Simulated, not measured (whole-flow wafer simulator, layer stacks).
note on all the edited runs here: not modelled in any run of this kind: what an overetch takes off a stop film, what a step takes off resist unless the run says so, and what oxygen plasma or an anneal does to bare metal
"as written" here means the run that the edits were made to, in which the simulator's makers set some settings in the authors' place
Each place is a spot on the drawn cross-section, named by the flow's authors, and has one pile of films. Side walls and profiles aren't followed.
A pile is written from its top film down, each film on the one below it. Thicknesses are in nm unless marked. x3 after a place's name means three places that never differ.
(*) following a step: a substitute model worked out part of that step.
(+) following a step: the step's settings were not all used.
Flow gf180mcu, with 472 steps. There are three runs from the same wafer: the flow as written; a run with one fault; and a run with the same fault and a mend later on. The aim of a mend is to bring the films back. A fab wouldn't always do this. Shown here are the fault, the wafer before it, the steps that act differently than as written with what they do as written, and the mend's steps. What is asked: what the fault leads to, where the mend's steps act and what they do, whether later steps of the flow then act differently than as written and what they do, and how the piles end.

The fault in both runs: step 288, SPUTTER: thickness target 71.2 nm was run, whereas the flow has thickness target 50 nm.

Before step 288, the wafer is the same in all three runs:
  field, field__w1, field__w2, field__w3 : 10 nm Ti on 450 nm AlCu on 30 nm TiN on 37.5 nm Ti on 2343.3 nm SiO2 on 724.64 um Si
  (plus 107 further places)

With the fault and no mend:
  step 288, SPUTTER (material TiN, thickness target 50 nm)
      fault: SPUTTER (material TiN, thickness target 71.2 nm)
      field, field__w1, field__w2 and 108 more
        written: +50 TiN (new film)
        fault: +71.2 TiN (new film)
  Steps further on in the flow that do not act as written (3 more steps, not shown, differ only slightly: by at most 2% or 0.5 nm, whichever is larger):
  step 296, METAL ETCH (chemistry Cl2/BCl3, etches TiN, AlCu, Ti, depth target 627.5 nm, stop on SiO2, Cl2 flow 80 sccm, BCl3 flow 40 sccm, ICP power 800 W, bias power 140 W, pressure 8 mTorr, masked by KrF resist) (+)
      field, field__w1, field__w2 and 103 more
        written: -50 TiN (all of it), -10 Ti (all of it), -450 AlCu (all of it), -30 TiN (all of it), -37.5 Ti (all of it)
        fault: -71.2 TiN (all of it), -10 Ti (all of it), -450 AlCu (all of it), -30 TiN (all of it), -37.5 Ti (all of it)
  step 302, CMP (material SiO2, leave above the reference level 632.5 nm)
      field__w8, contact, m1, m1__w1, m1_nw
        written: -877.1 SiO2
        fault: -898.3 SiO2
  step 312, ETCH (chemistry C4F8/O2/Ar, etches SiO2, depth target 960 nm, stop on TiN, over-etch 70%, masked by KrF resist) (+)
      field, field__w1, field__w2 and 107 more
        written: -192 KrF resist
        fault: -187.4 KrF resist
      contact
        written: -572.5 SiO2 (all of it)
        fault: -551.3 SiO2 (all of it)
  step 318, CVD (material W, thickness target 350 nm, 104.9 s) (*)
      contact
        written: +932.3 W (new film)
        fault: +910.9 W (new film)
  The piles end different from the flow's at field__w8, contact, m1, m1__w1, m1_nw by more than 2% or 0.5 nm, whichever is larger.
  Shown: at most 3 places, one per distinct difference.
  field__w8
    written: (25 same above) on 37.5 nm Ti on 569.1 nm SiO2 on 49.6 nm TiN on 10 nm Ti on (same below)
    fault: (25 same above) on 37.5 nm Ti on 547.9 nm SiO2 on 70.8 nm TiN on 10 nm Ti on (same below)
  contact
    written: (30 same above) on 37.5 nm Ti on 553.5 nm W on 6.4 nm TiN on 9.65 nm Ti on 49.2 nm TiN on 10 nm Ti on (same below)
    fault: (30 same above) on 37.5 nm Ti on 532.1 nm W on 6.48 nm TiN on 9.77 nm Ti on 70.4 nm TiN on 10 nm Ti on (same below)

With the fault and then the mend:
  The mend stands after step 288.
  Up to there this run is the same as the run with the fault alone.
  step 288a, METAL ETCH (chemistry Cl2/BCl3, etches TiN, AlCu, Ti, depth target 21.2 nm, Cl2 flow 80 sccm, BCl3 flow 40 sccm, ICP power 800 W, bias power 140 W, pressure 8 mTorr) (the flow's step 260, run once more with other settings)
      field, field__w1, field__w2 and 108 more
        -21.2 TiN
  None of the later steps of the flow acts differently than as written at any place that is followed.
  At every place that both follow, the piles at the end match the flow's.
